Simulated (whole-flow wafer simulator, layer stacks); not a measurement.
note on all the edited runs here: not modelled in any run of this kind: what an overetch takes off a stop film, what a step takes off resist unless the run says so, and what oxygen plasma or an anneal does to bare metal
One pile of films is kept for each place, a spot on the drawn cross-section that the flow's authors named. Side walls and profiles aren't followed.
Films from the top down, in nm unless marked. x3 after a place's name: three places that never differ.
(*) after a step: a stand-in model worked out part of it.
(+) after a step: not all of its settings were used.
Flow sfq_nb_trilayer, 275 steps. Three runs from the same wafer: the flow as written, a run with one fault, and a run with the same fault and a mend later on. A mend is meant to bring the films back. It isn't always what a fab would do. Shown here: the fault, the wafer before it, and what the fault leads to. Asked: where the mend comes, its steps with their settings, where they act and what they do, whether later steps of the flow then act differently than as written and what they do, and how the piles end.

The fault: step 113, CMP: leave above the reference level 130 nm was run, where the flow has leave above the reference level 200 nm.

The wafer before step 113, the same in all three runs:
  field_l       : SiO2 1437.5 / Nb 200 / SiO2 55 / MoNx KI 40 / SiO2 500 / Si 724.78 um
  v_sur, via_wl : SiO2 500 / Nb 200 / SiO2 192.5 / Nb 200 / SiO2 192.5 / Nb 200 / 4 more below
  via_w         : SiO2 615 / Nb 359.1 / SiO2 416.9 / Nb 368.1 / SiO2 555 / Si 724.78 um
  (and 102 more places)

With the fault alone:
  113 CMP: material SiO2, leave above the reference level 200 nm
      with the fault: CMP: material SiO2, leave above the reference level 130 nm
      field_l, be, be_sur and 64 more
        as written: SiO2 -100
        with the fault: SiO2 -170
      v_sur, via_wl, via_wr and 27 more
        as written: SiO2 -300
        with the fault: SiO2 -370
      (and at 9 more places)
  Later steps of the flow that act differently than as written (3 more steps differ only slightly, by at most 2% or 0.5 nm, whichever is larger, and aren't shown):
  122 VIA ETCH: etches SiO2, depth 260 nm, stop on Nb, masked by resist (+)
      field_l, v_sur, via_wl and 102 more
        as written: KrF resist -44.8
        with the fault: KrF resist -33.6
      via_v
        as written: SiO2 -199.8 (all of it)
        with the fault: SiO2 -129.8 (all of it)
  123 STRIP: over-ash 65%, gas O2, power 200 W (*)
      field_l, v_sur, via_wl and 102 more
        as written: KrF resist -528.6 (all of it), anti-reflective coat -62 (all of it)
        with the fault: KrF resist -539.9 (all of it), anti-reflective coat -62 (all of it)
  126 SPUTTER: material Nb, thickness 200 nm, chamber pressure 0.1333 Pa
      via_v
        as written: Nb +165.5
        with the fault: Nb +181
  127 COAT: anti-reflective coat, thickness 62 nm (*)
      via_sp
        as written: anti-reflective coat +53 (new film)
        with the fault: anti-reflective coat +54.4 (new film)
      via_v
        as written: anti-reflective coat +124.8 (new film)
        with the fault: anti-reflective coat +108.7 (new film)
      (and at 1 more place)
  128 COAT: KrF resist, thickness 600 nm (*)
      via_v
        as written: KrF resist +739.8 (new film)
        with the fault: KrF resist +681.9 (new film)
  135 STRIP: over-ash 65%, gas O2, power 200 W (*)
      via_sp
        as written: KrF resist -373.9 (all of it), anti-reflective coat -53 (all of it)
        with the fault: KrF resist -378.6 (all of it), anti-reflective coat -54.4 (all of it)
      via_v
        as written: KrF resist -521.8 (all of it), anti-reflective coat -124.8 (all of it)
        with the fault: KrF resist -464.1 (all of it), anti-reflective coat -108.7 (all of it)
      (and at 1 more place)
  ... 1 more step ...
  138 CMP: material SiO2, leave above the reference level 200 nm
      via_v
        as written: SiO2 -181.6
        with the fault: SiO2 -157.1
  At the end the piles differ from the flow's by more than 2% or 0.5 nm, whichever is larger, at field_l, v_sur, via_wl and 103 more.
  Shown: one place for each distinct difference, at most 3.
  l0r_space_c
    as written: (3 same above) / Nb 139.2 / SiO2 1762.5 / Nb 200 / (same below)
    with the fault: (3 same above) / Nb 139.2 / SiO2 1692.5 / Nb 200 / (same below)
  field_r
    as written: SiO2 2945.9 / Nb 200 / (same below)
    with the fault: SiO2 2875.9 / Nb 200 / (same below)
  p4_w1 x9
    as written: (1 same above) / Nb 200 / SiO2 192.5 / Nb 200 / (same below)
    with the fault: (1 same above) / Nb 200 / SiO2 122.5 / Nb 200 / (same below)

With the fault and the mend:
  The mend comes after step 114.
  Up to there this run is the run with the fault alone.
  114a PECVD: material SiO2, thickness 70 nm, 150 C, 15.56 s, RF power 183.3 W, pressure 2.4 Torr, precursor SiH4/N2O (the flow's step 112 once more, with other settings)
      field_l, v_sur, via_wl and 103 more
        SiO2 +70
  No later step of the flow acts differently than as written at any place that is followed.
  At the end the piles are the same as the flow's at every place that both follow.
